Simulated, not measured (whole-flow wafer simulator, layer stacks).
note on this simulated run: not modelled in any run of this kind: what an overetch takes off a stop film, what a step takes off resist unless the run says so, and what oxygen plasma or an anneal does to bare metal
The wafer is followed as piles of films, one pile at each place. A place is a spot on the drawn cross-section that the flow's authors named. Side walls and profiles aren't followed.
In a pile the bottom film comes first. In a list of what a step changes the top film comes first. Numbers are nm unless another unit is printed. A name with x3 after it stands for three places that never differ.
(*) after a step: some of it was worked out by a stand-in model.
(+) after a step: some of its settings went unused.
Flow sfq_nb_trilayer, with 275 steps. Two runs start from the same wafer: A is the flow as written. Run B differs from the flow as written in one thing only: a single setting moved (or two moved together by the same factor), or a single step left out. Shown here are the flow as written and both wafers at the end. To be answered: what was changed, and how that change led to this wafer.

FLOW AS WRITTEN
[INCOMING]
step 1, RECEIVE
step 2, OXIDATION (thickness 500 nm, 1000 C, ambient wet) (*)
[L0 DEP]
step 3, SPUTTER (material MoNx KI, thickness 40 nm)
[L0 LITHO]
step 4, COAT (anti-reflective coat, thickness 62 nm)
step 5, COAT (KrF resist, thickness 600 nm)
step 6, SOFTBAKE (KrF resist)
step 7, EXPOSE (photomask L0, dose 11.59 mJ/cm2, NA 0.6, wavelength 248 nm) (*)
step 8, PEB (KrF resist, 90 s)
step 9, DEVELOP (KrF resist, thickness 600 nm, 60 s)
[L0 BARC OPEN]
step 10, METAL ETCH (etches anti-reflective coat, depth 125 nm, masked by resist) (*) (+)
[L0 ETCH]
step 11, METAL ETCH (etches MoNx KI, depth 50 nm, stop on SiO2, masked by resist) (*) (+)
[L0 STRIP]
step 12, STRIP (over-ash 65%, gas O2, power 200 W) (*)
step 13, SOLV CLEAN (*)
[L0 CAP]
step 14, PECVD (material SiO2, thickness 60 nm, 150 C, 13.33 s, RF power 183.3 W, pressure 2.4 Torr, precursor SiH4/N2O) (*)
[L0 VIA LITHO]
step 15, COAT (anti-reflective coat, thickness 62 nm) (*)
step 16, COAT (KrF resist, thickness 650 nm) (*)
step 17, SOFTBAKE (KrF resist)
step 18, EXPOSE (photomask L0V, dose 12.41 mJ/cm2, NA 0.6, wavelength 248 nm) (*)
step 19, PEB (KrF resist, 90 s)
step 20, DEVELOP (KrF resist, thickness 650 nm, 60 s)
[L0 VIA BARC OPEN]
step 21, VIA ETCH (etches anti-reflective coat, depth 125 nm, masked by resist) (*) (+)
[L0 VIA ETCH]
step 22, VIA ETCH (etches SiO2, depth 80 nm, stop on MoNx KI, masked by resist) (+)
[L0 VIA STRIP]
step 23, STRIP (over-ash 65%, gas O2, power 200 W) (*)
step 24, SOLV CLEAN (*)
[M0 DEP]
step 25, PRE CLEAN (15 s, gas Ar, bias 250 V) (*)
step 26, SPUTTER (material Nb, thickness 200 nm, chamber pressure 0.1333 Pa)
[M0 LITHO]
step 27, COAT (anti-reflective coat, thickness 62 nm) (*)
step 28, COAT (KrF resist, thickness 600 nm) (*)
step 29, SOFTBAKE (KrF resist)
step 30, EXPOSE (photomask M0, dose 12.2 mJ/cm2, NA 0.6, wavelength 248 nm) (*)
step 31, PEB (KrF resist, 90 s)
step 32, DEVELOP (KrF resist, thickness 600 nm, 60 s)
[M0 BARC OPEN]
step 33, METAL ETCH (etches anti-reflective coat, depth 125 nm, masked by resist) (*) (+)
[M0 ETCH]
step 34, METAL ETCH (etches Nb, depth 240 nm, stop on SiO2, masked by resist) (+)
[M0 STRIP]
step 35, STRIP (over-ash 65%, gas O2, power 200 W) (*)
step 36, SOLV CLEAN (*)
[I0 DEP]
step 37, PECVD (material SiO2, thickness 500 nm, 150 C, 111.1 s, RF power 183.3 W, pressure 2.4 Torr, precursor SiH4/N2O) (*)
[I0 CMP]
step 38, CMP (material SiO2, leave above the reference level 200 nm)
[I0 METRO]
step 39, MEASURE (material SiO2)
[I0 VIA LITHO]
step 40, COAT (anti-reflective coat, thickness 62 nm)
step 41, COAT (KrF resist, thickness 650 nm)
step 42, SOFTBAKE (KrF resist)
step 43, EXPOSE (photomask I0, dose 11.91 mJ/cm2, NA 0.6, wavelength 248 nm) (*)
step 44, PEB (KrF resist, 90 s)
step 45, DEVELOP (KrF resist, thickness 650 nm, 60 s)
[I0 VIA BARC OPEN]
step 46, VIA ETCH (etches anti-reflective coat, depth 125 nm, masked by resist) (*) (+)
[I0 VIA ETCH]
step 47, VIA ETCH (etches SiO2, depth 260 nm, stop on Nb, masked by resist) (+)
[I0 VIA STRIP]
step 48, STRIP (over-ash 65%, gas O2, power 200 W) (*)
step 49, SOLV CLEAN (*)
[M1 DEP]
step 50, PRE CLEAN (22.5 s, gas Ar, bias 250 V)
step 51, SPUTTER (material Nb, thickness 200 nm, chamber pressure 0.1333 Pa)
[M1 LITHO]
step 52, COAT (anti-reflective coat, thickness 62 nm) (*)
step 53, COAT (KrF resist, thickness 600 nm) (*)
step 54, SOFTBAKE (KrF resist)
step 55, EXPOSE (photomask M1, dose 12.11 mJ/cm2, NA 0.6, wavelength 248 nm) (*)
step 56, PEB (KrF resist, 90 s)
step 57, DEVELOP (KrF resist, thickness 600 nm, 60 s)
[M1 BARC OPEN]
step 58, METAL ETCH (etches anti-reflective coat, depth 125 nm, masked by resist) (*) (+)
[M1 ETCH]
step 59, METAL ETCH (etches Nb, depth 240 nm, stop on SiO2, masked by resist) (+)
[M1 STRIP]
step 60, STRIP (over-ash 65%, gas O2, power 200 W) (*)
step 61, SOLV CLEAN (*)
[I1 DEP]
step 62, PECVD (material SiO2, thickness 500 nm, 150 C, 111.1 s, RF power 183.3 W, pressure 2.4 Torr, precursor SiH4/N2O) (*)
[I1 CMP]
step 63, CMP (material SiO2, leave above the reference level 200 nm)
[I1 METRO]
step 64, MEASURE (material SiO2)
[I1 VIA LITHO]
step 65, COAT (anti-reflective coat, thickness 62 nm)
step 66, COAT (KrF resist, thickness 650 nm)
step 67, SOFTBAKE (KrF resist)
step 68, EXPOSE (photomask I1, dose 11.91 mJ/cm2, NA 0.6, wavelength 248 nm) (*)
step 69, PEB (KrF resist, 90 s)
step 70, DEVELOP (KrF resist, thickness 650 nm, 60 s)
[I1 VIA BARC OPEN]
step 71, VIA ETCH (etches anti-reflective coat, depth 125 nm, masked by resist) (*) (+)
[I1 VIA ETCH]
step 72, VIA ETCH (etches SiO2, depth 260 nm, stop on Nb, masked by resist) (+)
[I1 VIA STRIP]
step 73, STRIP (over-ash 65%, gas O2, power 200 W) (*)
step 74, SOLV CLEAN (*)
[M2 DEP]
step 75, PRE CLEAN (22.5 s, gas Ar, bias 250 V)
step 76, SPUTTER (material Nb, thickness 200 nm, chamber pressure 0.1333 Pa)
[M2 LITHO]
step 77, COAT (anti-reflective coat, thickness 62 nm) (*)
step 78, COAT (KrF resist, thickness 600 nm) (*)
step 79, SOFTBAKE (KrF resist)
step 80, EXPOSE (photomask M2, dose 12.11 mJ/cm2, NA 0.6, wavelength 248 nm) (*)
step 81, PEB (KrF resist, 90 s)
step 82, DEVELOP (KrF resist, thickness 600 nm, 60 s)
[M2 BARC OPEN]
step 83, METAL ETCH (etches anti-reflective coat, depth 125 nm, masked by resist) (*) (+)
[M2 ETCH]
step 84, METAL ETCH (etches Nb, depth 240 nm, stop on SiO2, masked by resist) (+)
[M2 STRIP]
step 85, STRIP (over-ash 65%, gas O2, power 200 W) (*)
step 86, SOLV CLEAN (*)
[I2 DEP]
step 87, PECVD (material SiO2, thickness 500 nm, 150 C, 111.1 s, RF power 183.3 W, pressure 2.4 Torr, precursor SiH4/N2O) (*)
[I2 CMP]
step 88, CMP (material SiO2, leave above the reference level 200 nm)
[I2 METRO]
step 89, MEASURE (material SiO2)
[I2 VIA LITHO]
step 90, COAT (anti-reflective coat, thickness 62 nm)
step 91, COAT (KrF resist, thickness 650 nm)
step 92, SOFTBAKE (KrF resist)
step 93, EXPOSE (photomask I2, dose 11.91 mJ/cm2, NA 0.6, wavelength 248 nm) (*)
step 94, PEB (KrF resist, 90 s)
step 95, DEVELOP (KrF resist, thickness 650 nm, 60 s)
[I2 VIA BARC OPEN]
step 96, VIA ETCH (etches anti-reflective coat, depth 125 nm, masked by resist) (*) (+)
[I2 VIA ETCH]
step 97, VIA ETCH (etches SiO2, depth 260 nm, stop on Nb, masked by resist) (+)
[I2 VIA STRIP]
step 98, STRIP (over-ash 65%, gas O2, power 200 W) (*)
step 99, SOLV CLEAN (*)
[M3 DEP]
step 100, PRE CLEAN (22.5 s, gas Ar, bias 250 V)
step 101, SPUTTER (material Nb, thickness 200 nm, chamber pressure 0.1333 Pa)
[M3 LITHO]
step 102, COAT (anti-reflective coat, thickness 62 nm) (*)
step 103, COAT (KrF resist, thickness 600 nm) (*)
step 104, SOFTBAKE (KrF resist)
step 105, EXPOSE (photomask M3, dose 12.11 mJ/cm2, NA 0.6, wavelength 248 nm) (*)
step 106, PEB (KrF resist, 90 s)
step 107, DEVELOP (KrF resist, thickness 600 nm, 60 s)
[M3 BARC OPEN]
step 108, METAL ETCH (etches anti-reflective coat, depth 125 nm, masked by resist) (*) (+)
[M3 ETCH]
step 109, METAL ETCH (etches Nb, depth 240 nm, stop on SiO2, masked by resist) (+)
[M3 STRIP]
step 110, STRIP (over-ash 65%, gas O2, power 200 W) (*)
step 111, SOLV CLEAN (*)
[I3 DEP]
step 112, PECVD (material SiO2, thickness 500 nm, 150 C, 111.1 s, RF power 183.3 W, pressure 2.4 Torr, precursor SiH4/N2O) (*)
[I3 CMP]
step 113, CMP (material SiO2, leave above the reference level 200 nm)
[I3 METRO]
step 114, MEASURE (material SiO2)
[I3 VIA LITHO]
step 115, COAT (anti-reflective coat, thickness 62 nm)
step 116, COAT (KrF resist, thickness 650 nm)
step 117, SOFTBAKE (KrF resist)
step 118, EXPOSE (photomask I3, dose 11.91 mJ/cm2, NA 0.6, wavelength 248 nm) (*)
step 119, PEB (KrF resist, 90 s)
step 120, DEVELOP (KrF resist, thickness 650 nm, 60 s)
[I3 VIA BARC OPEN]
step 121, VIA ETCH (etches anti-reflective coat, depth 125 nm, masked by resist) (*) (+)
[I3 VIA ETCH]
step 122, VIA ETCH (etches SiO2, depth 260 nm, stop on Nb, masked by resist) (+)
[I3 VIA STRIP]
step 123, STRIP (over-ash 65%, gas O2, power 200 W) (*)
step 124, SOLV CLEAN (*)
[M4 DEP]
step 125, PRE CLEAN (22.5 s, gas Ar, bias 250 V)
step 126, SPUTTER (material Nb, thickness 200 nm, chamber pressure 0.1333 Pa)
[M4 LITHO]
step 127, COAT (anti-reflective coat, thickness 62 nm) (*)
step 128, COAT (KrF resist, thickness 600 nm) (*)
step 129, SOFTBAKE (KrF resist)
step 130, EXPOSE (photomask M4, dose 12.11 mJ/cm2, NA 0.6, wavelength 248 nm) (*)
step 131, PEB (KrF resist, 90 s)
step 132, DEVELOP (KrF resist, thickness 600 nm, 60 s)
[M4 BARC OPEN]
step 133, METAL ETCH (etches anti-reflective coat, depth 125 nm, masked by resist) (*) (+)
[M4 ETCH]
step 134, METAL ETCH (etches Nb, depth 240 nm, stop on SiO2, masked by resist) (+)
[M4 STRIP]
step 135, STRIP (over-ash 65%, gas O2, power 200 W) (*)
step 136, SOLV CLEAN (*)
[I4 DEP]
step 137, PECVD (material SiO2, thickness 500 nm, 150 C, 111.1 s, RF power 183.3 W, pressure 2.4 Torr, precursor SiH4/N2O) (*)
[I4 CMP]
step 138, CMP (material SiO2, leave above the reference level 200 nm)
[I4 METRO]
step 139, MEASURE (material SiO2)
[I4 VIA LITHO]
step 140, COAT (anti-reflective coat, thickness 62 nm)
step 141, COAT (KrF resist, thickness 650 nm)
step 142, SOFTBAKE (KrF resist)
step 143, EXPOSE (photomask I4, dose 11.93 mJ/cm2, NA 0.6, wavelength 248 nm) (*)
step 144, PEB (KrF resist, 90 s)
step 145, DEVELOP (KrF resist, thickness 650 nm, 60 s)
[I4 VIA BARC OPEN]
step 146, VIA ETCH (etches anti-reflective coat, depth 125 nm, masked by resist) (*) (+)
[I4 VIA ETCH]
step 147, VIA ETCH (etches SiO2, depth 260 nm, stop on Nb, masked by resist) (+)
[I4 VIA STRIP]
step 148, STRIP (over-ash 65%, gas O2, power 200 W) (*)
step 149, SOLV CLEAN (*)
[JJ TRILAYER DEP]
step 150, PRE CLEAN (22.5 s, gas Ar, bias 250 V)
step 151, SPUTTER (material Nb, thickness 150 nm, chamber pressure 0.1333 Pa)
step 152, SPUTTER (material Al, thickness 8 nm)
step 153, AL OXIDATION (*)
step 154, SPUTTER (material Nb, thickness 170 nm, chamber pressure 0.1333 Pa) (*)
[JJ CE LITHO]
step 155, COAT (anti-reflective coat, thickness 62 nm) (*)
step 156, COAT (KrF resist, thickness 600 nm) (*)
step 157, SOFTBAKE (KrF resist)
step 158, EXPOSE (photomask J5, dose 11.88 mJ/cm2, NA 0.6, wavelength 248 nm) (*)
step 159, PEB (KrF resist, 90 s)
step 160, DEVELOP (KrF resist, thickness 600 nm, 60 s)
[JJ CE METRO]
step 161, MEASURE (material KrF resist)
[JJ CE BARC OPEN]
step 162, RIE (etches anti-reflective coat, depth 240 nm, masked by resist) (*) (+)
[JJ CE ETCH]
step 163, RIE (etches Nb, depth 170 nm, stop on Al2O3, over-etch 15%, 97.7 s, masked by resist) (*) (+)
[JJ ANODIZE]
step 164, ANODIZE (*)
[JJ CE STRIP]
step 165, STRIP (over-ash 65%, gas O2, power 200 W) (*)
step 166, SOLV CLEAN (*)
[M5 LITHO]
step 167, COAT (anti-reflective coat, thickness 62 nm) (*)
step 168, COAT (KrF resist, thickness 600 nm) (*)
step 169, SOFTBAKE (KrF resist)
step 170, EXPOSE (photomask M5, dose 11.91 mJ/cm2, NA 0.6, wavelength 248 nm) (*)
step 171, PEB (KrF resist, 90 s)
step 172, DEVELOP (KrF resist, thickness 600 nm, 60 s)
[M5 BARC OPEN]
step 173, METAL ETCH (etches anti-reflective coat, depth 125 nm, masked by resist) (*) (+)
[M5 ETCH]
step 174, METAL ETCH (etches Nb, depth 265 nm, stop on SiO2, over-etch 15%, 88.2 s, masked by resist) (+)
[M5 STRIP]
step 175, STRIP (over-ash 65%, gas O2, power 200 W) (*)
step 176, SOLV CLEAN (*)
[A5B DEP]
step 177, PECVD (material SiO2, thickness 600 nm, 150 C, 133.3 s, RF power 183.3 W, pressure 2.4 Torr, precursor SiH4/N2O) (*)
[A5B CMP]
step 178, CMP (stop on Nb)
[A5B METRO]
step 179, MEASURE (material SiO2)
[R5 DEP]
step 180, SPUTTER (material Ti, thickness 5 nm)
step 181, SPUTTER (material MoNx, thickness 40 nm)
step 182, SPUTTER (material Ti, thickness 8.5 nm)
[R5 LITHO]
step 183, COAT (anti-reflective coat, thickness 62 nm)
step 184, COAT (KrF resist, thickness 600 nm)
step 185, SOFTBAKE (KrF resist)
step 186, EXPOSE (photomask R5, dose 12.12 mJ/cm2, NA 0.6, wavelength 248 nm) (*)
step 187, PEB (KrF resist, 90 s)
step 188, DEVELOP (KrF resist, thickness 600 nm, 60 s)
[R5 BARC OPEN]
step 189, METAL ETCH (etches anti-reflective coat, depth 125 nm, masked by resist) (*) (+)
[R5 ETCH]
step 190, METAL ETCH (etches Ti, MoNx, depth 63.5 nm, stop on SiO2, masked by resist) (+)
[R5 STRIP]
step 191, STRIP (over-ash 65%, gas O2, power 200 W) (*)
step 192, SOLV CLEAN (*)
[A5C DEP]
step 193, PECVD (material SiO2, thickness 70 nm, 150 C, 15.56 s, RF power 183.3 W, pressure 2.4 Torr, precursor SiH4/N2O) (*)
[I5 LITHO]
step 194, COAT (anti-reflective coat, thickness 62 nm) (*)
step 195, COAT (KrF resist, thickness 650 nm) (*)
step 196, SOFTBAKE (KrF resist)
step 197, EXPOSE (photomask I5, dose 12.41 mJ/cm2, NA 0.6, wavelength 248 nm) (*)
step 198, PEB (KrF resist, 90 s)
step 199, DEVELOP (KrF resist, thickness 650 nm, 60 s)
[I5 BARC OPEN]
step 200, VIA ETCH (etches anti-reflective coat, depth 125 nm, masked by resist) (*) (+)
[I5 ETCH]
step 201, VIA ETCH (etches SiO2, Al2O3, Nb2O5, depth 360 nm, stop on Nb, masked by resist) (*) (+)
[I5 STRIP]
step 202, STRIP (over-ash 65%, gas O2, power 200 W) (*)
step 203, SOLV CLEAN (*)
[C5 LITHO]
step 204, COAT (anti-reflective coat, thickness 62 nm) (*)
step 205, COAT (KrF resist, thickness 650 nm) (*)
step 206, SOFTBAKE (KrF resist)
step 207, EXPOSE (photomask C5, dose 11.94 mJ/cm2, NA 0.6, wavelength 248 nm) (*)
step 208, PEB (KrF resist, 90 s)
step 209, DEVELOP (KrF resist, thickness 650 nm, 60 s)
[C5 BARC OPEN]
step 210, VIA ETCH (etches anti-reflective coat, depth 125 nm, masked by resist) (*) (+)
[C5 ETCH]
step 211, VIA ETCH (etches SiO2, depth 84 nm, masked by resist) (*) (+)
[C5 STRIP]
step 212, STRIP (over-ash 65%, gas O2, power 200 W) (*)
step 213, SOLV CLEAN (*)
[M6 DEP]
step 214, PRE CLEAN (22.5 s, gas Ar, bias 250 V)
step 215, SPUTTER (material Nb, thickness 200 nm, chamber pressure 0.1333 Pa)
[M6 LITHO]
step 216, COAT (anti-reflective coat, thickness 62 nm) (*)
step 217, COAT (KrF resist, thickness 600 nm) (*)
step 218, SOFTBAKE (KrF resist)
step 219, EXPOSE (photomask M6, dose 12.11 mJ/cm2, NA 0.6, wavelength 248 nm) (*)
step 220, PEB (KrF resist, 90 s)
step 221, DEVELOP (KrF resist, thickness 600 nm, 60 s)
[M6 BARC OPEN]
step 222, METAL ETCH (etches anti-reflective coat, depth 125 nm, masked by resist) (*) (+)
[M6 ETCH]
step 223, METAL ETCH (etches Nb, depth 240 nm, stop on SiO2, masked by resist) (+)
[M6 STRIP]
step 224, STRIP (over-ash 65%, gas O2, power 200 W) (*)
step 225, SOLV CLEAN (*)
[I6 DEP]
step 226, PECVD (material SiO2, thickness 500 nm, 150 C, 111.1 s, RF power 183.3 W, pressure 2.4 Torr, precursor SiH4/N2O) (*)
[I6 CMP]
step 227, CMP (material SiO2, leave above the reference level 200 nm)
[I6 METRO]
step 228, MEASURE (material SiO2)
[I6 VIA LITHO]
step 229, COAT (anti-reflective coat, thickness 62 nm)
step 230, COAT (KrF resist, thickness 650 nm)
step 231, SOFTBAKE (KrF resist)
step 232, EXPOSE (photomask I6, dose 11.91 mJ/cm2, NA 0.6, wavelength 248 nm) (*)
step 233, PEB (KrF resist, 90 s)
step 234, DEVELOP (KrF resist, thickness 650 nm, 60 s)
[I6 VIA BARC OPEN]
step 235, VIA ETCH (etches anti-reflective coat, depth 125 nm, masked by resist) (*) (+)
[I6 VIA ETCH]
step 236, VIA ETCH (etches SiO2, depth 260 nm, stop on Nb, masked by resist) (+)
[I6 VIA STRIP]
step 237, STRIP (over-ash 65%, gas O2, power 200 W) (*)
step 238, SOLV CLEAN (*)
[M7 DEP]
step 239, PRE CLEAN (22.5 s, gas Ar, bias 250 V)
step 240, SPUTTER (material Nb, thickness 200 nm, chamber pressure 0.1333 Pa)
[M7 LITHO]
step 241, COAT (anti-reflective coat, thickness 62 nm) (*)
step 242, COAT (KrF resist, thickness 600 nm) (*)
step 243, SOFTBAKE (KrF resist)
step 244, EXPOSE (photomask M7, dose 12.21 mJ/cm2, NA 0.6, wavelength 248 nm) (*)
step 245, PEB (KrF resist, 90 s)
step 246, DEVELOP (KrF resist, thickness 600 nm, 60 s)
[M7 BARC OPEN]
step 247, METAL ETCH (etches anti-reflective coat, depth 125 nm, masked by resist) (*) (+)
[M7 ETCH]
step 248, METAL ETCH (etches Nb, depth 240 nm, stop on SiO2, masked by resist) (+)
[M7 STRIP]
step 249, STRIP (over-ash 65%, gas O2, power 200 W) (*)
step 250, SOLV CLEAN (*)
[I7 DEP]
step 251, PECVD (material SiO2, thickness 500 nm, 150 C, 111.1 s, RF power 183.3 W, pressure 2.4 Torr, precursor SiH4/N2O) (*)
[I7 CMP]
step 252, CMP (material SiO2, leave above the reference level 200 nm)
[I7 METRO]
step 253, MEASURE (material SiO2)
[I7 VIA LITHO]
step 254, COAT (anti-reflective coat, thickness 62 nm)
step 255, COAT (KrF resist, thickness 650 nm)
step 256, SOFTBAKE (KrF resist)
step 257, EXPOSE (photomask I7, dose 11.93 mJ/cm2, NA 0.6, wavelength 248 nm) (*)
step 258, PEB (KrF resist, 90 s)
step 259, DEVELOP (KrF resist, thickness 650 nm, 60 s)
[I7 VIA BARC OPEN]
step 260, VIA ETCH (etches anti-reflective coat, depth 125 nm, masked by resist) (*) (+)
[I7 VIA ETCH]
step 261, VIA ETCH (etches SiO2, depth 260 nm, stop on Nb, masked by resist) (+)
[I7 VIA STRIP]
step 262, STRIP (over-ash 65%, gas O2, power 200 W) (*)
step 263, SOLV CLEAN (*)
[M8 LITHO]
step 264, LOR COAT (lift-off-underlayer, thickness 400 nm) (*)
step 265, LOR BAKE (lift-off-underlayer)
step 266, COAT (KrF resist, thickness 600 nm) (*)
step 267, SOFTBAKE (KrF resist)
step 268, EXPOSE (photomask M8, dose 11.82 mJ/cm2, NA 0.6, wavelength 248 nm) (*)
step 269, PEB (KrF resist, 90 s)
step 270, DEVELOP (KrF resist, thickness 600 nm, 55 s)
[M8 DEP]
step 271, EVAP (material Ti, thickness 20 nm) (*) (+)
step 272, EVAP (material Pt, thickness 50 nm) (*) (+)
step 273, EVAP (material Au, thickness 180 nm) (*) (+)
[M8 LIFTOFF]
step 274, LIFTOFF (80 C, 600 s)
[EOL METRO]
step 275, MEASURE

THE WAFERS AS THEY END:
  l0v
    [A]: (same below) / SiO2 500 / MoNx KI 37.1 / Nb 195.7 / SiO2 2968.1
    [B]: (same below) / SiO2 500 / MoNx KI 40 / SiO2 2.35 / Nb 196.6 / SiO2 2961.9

The reason: step 22, VIA ETCH: depth 52.5 nm was run, while the flow as written has depth 80 nm.

The path from the change to this, step by step:
  step 22, VIA ETCH (etches SiO2, depth 80 nm, stop on MoNx KI, masked by resist) (+)
      l0v: A -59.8 SiO2 (all of it) | B -52.5 SiO2
      field_l, v_sur, via_wl and 102 more: A -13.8 KrF resist | B -9.05 KrF resist
  step 25, PRE CLEAN (15 s, gas Ar, bias 250 V) (*)
      l0v: A -2.91 MoNx KI | B -5 SiO2
  step 27, COAT (anti-reflective coat, thickness 62 nm) (*)
      l0v: A +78 anti-reflective coat (new film) | B +76.3 anti-reflective coat (new film)
  step 35, STRIP (over-ash 65%, gas O2, power 200 W) (*)
      l0v: A -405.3 KrF resist (all of it), -78 anti-reflective coat (all of it) | B -402 KrF resist (all of it), -76.3 anti-reflective coat (all of it)
  step 38, CMP (material SiO2, leave above the reference level 200 nm)
      l0v: A -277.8 SiO2 | B -283.9 SiO2
With metal films that touch counted as one body, l0v has 2 bodies (between them, from the top down: SiO2 2.35); the flow as written gives 1 body.
